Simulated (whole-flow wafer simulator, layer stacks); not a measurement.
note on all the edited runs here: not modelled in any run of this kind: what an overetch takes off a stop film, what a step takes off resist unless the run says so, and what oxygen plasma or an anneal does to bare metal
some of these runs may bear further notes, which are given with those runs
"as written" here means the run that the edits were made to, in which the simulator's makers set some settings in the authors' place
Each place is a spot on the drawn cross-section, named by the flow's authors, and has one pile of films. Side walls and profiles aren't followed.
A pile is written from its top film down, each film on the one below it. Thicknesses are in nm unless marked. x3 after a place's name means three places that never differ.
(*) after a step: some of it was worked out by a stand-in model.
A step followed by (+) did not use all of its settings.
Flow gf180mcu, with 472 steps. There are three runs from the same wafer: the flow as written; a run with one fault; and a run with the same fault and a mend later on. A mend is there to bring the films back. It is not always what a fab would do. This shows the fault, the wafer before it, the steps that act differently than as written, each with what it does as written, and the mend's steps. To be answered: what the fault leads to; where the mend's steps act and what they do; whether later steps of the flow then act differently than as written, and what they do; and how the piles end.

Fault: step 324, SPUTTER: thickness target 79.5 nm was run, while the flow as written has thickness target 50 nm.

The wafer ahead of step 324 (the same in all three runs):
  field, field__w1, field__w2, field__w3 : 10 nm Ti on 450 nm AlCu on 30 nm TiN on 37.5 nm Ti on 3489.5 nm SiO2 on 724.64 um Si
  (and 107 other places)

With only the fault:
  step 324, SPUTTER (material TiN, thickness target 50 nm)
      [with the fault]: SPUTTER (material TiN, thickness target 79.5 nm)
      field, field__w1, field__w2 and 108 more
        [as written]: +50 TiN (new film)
        [with the fault]: +79.5 TiN (new film)
  Steps further on in the flow that do not act as written (3 other steps are not shown; they differ only slightly, by no more than 2% or 0.5 nm, whichever is larger):
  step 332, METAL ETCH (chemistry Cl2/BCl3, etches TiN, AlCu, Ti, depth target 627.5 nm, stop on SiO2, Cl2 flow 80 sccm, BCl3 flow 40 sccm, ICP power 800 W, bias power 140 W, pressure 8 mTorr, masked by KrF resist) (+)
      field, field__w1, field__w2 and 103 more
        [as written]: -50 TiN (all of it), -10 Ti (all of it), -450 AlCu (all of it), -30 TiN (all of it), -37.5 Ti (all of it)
        [with the fault]: -79.5 TiN (all of it), -10 Ti (all of it), -450 AlCu (all of it), -30 TiN (all of it), -37.5 Ti (all of it)
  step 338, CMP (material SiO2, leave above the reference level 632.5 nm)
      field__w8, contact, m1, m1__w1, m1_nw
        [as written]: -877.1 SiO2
        [with the fault]: -906.6 SiO2
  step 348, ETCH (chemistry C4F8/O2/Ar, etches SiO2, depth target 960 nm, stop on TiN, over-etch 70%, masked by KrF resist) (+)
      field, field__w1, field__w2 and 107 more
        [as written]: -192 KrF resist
        [with the fault]: -184.6 KrF resist
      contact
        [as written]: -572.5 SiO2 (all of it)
        [with the fault]: -543 SiO2 (all of it)
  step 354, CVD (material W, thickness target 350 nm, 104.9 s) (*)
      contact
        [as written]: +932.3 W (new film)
        [with the fault]: +902.5 W (new film)
  By the end, the piles at field__w8, contact, m1, m1__w1, m1_nw depart from the flow's by more than 2% or 0.5 nm, whichever is larger.
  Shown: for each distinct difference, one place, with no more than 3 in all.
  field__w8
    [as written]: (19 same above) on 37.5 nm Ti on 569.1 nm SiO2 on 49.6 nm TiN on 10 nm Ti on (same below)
    [with the fault]: (19 same above) on 37.5 nm Ti on 539.6 nm SiO2 on 79.1 nm TiN on 10 nm Ti on (same below)
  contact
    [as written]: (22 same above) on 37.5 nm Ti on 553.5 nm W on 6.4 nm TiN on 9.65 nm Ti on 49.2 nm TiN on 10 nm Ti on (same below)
    [with the fault]: (22 same above) on 37.5 nm Ti on 523.7 nm W on 6.51 nm TiN on 9.82 nm Ti on 78.7 nm TiN on 10 nm Ti on (same below)

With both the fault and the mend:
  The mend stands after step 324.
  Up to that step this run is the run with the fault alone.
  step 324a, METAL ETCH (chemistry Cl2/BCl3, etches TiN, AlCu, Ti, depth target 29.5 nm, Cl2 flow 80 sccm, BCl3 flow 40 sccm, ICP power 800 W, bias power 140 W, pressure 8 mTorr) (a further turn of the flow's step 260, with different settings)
      field, field__w1, field__w2 and 108 more
        -29.5 TiN
  Every later step of the flow that is run acts as written at every place that is followed.
  By the end, the piles equal the flow's at every place that both follow.
